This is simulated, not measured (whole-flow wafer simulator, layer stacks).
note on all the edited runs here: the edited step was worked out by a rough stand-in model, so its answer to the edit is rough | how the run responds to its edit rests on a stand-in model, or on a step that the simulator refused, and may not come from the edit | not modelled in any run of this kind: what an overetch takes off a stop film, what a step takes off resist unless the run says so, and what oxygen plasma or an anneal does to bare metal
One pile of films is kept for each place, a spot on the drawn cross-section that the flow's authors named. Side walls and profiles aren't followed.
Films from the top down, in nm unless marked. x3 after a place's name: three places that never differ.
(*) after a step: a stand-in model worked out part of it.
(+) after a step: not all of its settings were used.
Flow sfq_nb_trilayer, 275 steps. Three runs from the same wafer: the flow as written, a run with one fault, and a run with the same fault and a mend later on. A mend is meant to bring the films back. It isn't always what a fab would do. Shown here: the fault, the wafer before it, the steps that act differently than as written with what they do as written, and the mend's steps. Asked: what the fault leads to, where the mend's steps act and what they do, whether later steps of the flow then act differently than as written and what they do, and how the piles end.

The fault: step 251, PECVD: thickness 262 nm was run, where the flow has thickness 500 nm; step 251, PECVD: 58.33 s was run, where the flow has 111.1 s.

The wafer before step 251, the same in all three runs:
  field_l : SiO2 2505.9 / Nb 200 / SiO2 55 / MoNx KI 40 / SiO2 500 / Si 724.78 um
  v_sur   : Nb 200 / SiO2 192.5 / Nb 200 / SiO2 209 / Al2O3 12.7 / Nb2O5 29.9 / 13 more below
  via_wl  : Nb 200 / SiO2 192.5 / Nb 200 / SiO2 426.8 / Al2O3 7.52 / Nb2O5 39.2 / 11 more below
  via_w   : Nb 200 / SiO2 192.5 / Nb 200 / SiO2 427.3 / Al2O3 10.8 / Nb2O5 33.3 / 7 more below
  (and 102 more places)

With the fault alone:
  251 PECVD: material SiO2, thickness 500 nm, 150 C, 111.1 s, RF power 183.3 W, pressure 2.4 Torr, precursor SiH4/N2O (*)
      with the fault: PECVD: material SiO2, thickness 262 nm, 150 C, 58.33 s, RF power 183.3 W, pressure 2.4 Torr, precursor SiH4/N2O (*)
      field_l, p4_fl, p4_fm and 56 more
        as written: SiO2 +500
        with the fault: SiO2 +262
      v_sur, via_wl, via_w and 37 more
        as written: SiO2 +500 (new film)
        with the fault: SiO2 +262 (new film)
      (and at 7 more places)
  Later steps of the flow that act differently than as written (3 more steps differ only slightly, by at most 2% or 0.5 nm, whichever is larger, and aren't shown):
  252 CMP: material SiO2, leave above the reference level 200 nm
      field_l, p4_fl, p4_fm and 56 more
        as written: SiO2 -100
        with the fault: nothing
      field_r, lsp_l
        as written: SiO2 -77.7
        with the fault: nothing
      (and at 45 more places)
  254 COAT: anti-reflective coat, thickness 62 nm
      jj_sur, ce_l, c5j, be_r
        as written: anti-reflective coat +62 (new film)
        with the fault: anti-reflective coat +55.7 (new film)
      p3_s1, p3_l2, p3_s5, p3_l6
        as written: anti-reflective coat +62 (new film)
        with the fault: anti-reflective coat +63.8 (new film)
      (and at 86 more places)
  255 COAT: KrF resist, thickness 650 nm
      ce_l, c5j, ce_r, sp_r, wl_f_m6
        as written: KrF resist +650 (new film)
        with the fault: KrF resist +624.7 (new film)
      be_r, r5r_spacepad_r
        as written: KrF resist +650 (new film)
        with the fault: KrF resist +624.2 (new film)
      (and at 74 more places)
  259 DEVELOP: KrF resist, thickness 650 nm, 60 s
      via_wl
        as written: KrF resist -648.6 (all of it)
        with the fault: KrF resist -600.8 (all of it)
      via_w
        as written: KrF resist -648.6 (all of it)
        with the fault: KrF resist -608.3 (all of it)
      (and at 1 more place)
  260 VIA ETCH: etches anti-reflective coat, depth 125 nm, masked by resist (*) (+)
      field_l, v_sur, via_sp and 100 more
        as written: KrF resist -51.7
        with the fault: KrF resist -44.7
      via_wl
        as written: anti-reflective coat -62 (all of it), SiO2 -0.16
        with the fault: anti-reflective coat -53.5 (all of it), SiO2 -0.14
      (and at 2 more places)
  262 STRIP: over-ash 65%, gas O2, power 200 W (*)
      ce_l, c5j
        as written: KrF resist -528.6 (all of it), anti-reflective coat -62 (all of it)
        with the fault: KrF resist -510.3 (all of it), anti-reflective coat -55.7 (all of it)
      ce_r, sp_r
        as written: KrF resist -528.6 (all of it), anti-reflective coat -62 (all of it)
        with the fault: KrF resist -510.3 (all of it), anti-reflective coat -55.8 (all of it)
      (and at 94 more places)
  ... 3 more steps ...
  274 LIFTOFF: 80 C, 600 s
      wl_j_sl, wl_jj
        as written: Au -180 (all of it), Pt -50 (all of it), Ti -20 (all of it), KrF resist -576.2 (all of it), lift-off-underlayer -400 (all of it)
        with the fault: Au -180 (all of it), Pt -50 (all of it), Ti -20 (all of it), KrF resist -565.3 (all of it), lift-off-underlayer -389.6 (all of it)
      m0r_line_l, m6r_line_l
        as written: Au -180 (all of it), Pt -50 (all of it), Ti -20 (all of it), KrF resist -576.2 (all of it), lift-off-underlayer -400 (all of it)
        with the fault: Au -180 (all of it), Pt -50 (all of it), Ti -20 (all of it), KrF resist -589 (all of it), lift-off-underlayer -432.4 (all of it)
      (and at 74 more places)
  At the end the piles differ from the flow's by more than 2% or 0.5 nm, whichever is larger, at field_l, via_v, field_r and 63 more.
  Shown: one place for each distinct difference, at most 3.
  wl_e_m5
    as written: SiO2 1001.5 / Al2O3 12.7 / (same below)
    with the fault: SiO2 863.5 / Al2O3 12.7 / (same below)
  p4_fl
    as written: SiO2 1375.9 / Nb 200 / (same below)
    with the fault: SiO2 1237.9 / Nb 200 / (same below)
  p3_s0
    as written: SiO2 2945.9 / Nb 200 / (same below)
    with the fault: SiO2 2807.9 / Nb 200 / (same below)

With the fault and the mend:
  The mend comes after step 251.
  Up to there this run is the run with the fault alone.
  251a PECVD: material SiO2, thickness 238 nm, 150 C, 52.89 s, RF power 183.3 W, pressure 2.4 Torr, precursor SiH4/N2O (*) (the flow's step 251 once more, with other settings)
      field_l, v_sur, via_wl and 98 more
        SiO2 +238
      field_r, lsp_l
        SiO2 +228.3
      l0_sur, l0v
        SiO2 +232.6
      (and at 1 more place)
  Later steps of the flow that act differently than as written:
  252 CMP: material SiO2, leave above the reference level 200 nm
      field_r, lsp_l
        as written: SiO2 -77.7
        with the mend: SiO2 -80.1
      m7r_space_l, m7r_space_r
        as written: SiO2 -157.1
        with the mend: SiO2 -100
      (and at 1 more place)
  At the end the piles are the same as the flow's at every place that both follow.
